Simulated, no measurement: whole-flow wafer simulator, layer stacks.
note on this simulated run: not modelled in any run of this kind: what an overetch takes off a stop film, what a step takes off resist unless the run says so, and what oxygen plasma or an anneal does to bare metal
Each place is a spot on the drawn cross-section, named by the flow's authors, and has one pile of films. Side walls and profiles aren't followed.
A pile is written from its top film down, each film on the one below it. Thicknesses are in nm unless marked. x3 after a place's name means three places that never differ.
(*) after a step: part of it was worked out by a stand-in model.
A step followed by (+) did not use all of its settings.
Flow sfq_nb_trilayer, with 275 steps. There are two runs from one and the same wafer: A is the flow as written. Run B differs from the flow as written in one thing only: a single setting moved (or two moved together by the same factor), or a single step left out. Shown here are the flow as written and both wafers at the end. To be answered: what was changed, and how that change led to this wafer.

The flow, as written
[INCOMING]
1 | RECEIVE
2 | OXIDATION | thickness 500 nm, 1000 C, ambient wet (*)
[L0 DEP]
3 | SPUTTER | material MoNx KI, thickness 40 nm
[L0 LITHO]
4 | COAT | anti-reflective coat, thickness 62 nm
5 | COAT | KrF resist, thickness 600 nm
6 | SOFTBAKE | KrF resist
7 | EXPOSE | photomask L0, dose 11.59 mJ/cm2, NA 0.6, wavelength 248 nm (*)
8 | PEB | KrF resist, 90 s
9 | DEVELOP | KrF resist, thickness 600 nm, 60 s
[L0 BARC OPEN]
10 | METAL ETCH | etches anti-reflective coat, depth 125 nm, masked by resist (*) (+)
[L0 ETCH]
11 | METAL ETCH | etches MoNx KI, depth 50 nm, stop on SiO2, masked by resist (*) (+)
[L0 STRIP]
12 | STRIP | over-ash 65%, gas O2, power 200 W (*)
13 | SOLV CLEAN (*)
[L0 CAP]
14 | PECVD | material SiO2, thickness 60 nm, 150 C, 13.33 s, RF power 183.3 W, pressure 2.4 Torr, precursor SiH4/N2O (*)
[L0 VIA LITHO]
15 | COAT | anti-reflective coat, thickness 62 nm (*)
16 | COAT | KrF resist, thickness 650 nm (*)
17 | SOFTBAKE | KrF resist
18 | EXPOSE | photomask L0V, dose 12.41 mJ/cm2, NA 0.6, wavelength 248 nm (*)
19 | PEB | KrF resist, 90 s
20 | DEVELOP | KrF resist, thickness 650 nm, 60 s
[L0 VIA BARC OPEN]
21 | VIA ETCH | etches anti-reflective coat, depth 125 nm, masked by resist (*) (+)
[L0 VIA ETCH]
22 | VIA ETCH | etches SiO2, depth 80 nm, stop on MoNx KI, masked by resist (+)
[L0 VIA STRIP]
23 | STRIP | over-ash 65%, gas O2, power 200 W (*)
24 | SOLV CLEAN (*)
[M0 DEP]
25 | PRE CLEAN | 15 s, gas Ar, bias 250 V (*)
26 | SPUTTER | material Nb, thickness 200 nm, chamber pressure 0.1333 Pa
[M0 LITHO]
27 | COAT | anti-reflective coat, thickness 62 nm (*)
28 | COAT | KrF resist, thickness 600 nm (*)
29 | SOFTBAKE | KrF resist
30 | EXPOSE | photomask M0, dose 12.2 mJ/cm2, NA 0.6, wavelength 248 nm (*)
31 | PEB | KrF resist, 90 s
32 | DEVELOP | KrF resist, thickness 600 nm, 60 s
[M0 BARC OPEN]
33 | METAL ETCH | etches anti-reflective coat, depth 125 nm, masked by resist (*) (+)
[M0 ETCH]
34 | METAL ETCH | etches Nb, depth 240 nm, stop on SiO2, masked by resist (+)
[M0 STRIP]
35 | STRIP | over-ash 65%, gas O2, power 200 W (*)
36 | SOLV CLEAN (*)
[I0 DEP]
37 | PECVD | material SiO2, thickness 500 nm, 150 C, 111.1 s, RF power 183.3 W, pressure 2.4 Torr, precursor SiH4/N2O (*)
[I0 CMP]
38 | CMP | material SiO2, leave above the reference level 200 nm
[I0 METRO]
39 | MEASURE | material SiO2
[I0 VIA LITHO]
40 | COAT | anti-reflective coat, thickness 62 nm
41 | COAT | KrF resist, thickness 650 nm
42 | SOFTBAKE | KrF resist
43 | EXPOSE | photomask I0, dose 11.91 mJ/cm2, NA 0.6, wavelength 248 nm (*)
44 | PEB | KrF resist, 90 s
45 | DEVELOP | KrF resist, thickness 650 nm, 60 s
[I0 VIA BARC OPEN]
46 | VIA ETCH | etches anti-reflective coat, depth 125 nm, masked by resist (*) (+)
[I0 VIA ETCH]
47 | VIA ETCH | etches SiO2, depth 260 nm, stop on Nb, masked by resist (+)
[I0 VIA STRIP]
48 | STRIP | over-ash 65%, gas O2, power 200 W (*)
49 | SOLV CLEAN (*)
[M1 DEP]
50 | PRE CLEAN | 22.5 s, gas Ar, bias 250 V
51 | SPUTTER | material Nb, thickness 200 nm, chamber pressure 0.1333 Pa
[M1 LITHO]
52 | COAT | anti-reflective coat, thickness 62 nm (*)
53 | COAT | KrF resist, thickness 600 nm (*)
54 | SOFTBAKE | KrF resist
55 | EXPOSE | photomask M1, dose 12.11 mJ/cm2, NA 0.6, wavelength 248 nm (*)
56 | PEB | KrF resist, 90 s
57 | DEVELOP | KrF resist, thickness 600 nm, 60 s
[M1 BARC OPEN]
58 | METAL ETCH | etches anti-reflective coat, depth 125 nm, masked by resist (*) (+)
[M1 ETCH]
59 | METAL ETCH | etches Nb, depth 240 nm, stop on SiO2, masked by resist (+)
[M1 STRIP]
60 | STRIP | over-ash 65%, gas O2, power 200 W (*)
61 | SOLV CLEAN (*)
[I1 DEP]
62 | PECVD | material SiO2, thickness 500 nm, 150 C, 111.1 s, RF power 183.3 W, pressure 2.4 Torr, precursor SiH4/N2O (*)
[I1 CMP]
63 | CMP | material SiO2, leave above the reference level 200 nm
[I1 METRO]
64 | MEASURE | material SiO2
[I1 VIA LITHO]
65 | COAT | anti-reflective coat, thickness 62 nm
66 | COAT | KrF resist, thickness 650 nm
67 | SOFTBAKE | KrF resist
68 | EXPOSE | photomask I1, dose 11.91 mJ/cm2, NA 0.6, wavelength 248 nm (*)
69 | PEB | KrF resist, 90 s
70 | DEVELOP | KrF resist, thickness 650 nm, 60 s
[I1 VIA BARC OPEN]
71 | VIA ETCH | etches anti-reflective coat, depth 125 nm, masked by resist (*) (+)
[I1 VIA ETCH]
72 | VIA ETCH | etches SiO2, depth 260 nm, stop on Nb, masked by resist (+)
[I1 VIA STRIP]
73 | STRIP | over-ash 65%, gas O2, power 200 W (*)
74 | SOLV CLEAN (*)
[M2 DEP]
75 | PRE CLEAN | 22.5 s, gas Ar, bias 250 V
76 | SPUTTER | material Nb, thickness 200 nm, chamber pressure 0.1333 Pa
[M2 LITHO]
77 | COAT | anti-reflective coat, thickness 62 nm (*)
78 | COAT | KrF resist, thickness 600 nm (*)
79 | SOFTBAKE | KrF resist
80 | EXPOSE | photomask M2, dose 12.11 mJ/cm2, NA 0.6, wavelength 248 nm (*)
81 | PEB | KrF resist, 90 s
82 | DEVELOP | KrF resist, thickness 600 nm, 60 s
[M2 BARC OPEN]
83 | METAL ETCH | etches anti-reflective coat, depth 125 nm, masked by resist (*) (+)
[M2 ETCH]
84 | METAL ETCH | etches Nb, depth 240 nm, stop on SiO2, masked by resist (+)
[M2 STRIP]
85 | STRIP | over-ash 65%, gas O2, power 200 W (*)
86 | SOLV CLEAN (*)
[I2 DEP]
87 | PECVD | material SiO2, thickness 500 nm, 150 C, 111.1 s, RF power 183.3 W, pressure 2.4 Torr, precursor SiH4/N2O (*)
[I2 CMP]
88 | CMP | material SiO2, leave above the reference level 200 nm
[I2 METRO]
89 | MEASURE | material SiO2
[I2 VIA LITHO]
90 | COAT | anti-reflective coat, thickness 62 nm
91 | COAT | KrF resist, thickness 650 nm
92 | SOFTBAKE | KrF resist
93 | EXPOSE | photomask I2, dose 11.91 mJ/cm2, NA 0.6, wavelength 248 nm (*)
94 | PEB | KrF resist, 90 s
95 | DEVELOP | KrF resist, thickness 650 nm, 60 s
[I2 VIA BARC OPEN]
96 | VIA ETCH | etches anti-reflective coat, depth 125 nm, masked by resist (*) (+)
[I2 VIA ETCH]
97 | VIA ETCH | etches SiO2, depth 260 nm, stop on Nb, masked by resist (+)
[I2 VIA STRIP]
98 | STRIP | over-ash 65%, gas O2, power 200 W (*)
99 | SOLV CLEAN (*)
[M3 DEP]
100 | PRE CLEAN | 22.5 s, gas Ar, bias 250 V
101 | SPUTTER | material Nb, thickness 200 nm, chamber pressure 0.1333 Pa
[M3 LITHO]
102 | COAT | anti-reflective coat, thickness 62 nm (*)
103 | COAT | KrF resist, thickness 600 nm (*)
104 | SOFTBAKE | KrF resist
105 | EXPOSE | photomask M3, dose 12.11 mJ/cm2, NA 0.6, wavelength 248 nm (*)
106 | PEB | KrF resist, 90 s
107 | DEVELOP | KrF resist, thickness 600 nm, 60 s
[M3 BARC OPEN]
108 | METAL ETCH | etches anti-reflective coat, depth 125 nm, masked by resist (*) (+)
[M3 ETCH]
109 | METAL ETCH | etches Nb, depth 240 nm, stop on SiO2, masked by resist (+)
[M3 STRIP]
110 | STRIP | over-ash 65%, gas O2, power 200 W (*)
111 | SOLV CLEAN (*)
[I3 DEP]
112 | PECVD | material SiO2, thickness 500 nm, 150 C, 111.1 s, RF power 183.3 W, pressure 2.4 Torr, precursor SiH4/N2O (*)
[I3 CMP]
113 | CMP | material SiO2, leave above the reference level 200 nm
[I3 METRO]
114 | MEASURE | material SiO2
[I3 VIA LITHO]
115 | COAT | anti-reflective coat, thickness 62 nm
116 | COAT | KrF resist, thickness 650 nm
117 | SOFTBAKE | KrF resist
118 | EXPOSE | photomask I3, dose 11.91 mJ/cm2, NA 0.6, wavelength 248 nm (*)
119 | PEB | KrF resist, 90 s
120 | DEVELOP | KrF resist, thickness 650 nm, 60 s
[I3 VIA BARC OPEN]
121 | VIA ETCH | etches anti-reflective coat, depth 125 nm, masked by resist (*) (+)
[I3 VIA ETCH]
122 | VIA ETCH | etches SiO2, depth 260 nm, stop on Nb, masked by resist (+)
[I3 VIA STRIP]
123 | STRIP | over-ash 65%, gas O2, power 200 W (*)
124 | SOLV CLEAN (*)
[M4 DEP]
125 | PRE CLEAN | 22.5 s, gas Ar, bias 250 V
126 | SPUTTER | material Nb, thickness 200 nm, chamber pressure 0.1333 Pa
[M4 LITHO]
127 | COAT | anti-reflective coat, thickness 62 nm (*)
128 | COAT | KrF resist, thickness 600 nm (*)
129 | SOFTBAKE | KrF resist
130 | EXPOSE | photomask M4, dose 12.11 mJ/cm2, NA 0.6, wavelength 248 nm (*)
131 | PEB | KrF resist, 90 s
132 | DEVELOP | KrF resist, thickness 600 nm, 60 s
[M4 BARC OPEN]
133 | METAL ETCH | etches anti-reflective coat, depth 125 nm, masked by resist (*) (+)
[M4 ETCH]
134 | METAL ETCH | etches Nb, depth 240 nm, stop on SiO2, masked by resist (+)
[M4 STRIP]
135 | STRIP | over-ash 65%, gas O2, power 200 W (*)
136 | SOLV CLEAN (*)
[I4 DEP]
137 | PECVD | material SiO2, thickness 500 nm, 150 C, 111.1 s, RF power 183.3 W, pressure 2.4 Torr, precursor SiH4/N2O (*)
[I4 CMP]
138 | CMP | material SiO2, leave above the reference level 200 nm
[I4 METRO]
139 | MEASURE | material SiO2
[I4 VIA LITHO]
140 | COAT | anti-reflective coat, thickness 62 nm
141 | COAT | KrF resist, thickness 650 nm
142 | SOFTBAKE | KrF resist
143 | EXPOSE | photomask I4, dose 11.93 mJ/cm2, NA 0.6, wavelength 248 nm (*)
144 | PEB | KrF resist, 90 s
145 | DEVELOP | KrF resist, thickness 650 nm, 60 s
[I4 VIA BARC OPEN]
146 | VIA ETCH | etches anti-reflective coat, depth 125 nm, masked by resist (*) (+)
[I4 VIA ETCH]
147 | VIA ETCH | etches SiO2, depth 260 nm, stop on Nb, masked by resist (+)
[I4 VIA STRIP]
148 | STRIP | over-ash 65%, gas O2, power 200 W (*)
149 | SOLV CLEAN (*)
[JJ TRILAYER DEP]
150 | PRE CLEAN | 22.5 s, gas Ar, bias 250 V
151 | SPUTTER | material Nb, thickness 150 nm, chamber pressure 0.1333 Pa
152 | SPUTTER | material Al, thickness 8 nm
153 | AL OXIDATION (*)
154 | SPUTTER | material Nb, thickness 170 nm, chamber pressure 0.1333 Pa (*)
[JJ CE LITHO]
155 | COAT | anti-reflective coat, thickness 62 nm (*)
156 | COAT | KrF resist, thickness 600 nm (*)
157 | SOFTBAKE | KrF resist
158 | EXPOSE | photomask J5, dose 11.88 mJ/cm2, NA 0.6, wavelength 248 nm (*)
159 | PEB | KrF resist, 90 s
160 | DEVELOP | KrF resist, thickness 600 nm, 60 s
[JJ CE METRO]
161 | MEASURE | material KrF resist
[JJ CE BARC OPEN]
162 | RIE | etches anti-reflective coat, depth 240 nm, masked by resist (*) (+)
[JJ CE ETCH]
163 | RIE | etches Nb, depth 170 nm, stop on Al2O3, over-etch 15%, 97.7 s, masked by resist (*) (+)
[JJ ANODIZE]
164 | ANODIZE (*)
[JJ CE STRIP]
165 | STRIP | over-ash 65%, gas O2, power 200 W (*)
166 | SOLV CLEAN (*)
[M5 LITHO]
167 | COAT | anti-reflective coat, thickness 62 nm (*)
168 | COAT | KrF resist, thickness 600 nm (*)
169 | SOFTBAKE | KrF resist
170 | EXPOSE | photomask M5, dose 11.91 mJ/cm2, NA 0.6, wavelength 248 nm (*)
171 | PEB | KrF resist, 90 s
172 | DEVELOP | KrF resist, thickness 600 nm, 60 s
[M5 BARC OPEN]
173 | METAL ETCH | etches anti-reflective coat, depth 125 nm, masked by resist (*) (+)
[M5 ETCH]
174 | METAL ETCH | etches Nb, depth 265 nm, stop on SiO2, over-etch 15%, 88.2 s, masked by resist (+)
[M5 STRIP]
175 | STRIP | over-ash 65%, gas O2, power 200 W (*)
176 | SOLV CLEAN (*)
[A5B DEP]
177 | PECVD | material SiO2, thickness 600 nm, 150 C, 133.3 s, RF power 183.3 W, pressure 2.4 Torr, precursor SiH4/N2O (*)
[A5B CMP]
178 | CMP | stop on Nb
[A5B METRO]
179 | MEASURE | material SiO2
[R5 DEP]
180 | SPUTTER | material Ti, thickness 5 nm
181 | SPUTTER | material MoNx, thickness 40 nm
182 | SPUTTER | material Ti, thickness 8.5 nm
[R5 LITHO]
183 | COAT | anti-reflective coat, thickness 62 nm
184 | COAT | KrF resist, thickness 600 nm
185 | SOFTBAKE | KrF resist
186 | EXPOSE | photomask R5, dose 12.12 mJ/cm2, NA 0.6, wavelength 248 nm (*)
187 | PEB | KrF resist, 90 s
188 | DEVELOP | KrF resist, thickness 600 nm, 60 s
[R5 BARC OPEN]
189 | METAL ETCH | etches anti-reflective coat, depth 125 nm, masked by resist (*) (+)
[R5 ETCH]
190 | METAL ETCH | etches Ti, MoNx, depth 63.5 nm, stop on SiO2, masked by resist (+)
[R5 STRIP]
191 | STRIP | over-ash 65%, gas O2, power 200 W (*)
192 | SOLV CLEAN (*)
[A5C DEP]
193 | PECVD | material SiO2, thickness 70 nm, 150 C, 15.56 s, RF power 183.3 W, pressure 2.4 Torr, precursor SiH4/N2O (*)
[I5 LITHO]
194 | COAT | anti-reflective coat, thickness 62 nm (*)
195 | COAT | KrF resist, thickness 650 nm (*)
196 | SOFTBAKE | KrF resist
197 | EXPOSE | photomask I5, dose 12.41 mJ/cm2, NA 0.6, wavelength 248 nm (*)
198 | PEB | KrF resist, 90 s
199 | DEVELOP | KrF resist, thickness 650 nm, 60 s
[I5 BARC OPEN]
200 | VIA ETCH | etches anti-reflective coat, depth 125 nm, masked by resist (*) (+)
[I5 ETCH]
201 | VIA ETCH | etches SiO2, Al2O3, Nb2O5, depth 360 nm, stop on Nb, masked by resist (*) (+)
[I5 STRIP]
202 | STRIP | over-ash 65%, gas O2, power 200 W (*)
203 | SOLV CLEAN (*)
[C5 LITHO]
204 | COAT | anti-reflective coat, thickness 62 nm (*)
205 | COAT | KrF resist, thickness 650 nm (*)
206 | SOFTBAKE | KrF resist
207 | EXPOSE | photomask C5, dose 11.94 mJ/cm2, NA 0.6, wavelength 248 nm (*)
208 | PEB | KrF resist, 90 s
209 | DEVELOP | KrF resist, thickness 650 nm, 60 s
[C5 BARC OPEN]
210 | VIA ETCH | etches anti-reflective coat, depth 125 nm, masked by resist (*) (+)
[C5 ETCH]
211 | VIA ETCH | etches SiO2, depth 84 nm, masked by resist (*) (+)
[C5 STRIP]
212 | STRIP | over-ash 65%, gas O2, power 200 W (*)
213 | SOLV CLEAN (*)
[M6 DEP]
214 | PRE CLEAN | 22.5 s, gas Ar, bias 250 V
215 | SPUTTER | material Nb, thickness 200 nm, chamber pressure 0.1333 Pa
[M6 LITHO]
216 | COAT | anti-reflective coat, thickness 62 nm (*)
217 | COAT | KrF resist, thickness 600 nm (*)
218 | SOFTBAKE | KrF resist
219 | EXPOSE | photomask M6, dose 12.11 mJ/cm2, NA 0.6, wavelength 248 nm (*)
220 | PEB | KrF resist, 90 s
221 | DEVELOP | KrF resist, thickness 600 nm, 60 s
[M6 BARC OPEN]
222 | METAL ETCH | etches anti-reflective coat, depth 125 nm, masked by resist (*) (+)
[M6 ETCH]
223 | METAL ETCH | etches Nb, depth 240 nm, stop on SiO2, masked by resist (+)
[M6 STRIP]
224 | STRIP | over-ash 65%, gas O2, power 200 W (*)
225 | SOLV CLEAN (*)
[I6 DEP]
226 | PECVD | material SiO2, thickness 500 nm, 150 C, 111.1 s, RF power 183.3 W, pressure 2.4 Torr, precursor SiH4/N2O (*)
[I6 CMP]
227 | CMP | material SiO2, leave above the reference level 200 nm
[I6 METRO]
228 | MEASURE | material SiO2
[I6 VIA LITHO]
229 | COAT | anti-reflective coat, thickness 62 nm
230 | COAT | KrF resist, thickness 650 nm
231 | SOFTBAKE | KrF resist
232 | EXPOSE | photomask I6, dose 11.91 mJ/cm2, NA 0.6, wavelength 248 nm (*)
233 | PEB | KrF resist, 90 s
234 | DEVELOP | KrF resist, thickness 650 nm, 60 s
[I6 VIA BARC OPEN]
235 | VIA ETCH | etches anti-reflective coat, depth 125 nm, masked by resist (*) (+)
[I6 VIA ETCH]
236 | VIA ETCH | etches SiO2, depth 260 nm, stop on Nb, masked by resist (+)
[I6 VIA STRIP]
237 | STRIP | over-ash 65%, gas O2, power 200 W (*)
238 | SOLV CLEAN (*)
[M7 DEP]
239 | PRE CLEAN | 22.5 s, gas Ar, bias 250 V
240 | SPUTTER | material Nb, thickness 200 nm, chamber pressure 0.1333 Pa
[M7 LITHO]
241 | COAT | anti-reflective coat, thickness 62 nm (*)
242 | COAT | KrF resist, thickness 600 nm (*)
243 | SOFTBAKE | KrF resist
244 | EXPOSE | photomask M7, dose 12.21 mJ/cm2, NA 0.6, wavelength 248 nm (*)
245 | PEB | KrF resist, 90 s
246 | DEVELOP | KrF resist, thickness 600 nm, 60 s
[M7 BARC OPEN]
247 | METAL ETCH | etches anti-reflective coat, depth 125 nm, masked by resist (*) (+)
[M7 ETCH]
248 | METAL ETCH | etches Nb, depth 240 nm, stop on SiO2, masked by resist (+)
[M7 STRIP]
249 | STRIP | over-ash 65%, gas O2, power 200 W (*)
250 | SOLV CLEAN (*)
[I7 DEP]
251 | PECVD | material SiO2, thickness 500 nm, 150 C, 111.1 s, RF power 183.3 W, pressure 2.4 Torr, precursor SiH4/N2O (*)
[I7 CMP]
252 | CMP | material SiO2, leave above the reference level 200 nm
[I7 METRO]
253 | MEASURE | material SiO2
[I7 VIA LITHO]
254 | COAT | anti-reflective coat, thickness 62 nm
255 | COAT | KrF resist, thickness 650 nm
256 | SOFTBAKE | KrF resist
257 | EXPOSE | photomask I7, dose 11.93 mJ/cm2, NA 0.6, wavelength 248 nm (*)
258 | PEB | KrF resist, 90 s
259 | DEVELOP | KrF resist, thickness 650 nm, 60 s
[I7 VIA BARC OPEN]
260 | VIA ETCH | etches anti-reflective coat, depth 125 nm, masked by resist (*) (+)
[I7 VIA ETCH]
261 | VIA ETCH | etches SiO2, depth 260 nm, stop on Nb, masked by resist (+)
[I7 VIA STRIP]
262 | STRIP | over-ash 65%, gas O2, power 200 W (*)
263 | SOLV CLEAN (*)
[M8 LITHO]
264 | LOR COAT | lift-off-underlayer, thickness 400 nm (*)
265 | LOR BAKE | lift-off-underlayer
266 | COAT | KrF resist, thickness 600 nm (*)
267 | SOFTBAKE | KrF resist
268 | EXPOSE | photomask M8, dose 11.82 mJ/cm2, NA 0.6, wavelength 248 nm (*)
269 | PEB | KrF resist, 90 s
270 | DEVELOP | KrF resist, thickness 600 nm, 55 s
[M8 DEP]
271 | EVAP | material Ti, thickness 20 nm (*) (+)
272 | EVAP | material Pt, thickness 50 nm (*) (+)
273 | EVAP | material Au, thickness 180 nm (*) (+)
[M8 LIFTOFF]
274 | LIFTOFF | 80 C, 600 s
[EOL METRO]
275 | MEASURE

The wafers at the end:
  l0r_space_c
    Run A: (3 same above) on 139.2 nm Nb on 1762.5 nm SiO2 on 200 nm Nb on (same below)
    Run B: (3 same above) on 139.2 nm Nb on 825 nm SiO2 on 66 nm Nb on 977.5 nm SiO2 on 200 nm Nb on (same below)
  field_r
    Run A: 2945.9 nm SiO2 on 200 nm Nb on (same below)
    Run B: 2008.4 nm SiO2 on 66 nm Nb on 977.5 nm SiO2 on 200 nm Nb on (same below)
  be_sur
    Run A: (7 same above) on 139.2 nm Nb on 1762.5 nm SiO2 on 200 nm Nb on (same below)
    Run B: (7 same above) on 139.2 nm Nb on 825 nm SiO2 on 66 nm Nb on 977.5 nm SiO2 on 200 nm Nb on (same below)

Cause: step 101, SPUTTER: thickness 306 nm was run, though the flow has thickness 200 nm.

How this came from the change, step by step:
  101 | SPUTTER | material Nb, thickness 200 nm, chamber pressure 0.1333 Pa
      field_l, v_sur, via_wl and 102 more: A +200 Nb (new film) | B +306 Nb (new film)
      via_w: A +165.5 Nb | B +254.9 Nb
  102 | COAT | anti-reflective coat, thickness 62 nm (*)
      via_w: A +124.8 anti-reflective coat (new film) | B +127.5 anti-reflective coat (new film)
  109 | METAL ETCH | etches Nb, depth 240 nm, stop on SiO2, masked by resist (+)
      field_l, be, be_sur and 72 more: A -200 Nb (all of it) | B -240 Nb
  110 | STRIP | over-ash 65%, gas O2, power 200 W (*)
      via_w: A -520 KrF resist (all of it), -124.8 anti-reflective coat (all of it) | B -531.5 KrF resist (all of it), -127.5 anti-reflective coat (all of it)
  112 | PECVD | material SiO2, thickness 500 nm, 150 C, 111.1 s, RF power 183.3 W, pressure 2.4 Torr, precursor SiH4/N2O (*)
      field_l, be, be_sur and 64 more: A +500 SiO2 | B +500 SiO2 (new film)
      p4_g1, p4_g2, p3_s0, p3_s1, p3_s2, p3_s3, p3_s4, p3_s5: A +557.1 SiO2 | B +597.1 SiO2 (new film)
  113 | CMP | material SiO2, leave above the reference level 200 nm
      field_l, be, be_sur and 64 more: A -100 SiO2 | B -60 SiO2
      via_w: A -181.6 SiO2 | B -157.1 SiO2
Taking metal films that touch as one body, l0r_space_c has 3 bodies (between them, from the top down: SiO2 825; SiO2 977.5); the flow as written gives 2 bodies (between them, from the top down: SiO2 1762.5).
Taking metal films that touch as one body, field_r has 2 bodies (between them, from the top down: SiO2 977.5); the flow as written gives 1 body.
Taking metal films that touch as one body, be_sur has 5 bodies (between them, from the top down: SiO2 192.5; SiO2 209 / Al2O3 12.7 / Nb2O5 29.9; SiO2 825; SiO2 977.5); the flow as written gives 4 bodies (between them, from the top down: SiO2 192.5; SiO2 209 / Al2O3 12.7 / Nb2O5 29.9; SiO2 1762.5).
